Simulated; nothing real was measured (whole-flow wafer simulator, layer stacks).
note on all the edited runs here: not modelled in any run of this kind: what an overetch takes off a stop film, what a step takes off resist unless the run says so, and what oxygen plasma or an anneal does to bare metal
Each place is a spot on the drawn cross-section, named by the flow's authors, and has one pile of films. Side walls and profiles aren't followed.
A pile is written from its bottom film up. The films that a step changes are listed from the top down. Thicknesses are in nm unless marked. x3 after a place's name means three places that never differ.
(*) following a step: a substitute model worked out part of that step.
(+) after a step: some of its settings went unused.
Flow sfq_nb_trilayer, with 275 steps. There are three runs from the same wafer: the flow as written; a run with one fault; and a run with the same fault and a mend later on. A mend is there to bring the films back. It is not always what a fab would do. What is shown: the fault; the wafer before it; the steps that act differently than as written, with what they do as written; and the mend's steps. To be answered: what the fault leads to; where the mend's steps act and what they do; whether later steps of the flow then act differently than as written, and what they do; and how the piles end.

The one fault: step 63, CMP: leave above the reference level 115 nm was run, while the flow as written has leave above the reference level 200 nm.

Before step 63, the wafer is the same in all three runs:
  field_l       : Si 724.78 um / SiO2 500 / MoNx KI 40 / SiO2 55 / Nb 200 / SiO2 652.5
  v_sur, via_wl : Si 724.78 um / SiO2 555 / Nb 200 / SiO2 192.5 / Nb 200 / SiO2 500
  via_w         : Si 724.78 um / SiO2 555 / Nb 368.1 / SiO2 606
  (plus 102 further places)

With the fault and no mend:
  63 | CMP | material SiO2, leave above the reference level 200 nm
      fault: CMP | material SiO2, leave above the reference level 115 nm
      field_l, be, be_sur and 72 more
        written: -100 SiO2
        fault: -185 SiO2
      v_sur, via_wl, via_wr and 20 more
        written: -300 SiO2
        fault: -385 SiO2
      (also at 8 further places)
  Steps later in the flow that act otherwise than as written (not shown: 3 more steps that differ only slightly, by at most 2% or 0.5 nm, whichever is larger):
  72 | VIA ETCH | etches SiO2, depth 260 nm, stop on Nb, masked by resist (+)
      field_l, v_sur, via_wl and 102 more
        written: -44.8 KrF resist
        fault: -29.7 KrF resist
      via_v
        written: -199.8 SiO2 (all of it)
        fault: -114.8 SiO2 (all of it)
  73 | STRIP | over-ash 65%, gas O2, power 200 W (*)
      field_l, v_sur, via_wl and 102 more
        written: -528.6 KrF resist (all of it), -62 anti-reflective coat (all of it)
        fault: -543.7 KrF resist (all of it), -62 anti-reflective coat (all of it)
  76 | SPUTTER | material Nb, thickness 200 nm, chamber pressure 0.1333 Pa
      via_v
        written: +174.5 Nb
        fault: +191.5 Nb
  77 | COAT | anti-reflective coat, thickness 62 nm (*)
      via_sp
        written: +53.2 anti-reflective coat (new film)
        fault: +51.4 anti-reflective coat (new film)
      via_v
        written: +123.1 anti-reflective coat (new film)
        fault: +109.4 anti-reflective coat (new film)
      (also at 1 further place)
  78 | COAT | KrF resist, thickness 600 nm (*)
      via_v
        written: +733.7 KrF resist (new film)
        fault: +658.5 KrF resist (new film)
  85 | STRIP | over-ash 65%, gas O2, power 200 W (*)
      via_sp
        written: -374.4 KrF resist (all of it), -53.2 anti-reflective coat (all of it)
        fault: -382.6 KrF resist (all of it), -51.4 anti-reflective coat (all of it)
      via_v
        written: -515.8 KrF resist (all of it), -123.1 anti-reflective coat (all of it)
        fault: -440.7 KrF resist (all of it), -109.4 anti-reflective coat (all of it)
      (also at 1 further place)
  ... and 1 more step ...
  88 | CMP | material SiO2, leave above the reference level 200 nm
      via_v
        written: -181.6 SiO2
        fault: -177.6 SiO2
  The piles end different from the flow's at field_l, v_sur, via_wl and 103 more by more than 2% or 0.5 nm, whichever is larger.
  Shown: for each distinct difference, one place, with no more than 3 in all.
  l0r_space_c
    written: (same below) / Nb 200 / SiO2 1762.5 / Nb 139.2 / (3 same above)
    fault: (same below) / Nb 200 / SiO2 1677.5 / Nb 139.2 / (3 same above)
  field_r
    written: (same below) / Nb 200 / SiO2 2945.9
    fault: (same below) / Nb 200 / SiO2 2860.9
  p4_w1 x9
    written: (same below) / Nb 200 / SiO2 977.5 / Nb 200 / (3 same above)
    fault: (same below) / Nb 200 / SiO2 892.5 / Nb 200 / (3 same above)

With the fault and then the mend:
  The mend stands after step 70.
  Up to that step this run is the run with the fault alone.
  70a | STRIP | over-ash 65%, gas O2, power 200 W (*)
      field_l, v_sur, via_wl and 102 more
        -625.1 KrF resist (all of it), -62 anti-reflective coat (all of it)
      via_v
        -62 anti-reflective coat (all of it)
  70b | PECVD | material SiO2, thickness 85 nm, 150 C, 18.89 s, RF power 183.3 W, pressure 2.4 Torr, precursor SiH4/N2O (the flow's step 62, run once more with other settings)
      field_l, v_sur, via_wl and 103 more
        +85 SiO2
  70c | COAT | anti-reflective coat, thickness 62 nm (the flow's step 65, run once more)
      field_l, v_sur, via_wl and 103 more
        +62 anti-reflective coat (new film)
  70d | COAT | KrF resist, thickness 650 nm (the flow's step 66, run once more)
      field_l, v_sur, via_wl and 103 more
        +650 KrF resist (new film)
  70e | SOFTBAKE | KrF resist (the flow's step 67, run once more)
      leaves every film unchanged at each place that is followed
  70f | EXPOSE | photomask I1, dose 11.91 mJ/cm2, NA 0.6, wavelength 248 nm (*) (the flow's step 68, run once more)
      leaves every film unchanged at each place that is followed
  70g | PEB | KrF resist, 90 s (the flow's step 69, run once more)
      field_l, v_sur, via_wl and 103 more
        -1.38 KrF resist
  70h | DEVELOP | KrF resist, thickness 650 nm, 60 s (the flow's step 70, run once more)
      field_l, v_sur, via_wl and 102 more
        -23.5 KrF resist
      via_v
        -648.6 KrF resist (all of it)
  Every later step of the flow that is run acts as written at every place that is followed.
  At every place that both follow, the piles at the end match the flow's.
